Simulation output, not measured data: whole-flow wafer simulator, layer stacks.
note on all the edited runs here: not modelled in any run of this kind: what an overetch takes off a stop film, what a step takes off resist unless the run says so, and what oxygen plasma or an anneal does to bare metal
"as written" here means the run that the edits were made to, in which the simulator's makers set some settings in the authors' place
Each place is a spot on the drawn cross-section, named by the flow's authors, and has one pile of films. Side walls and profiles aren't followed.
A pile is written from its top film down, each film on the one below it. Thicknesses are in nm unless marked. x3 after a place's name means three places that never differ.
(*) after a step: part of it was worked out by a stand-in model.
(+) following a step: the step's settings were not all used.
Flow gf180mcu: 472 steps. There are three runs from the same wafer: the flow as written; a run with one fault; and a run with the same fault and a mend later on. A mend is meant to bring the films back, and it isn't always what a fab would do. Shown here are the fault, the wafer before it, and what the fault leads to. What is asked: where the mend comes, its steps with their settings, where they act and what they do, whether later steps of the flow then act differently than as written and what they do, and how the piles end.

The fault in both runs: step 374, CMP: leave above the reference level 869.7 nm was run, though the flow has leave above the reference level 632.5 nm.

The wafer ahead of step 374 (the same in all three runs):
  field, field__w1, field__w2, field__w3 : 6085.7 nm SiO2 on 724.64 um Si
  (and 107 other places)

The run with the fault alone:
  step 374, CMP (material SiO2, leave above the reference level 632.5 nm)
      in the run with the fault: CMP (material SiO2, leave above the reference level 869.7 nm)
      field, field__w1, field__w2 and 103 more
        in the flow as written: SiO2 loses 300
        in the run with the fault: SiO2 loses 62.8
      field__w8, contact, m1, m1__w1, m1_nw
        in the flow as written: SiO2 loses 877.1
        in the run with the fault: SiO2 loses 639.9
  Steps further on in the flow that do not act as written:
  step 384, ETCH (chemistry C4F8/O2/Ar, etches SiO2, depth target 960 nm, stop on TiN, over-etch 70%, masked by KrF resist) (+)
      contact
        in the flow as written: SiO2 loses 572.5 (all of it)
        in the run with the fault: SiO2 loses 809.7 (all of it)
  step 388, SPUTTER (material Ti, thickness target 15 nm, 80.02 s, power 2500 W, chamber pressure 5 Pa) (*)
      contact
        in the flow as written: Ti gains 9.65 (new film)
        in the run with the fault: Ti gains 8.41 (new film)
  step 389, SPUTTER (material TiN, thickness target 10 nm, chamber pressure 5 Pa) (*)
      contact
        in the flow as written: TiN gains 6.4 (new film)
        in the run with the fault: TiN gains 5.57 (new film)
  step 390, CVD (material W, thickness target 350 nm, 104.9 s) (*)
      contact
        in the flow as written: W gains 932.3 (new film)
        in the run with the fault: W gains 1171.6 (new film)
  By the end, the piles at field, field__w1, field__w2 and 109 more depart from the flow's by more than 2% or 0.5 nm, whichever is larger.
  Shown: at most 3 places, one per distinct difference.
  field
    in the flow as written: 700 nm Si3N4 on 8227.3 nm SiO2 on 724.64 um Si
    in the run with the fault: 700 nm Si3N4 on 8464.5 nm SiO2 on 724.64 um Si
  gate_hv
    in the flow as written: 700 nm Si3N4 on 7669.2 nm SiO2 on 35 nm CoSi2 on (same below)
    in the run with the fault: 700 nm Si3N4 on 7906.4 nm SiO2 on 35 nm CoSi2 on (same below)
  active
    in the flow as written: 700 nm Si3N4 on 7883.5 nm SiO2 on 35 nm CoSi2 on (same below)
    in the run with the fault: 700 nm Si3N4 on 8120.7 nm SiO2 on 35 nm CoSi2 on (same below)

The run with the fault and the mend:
  After step 374 comes the mend.
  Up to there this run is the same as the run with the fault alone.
  step 374a, CMP (material SiO2, leave above the reference level 632.5 nm) (a further turn of the flow's step 374)
      field, field__w1, field__w2 and 108 more
        SiO2 loses 237.2
  Every later step of the flow that is run acts as written at every place that is followed.
  The piles end the same as the flow's at every place that both follow.
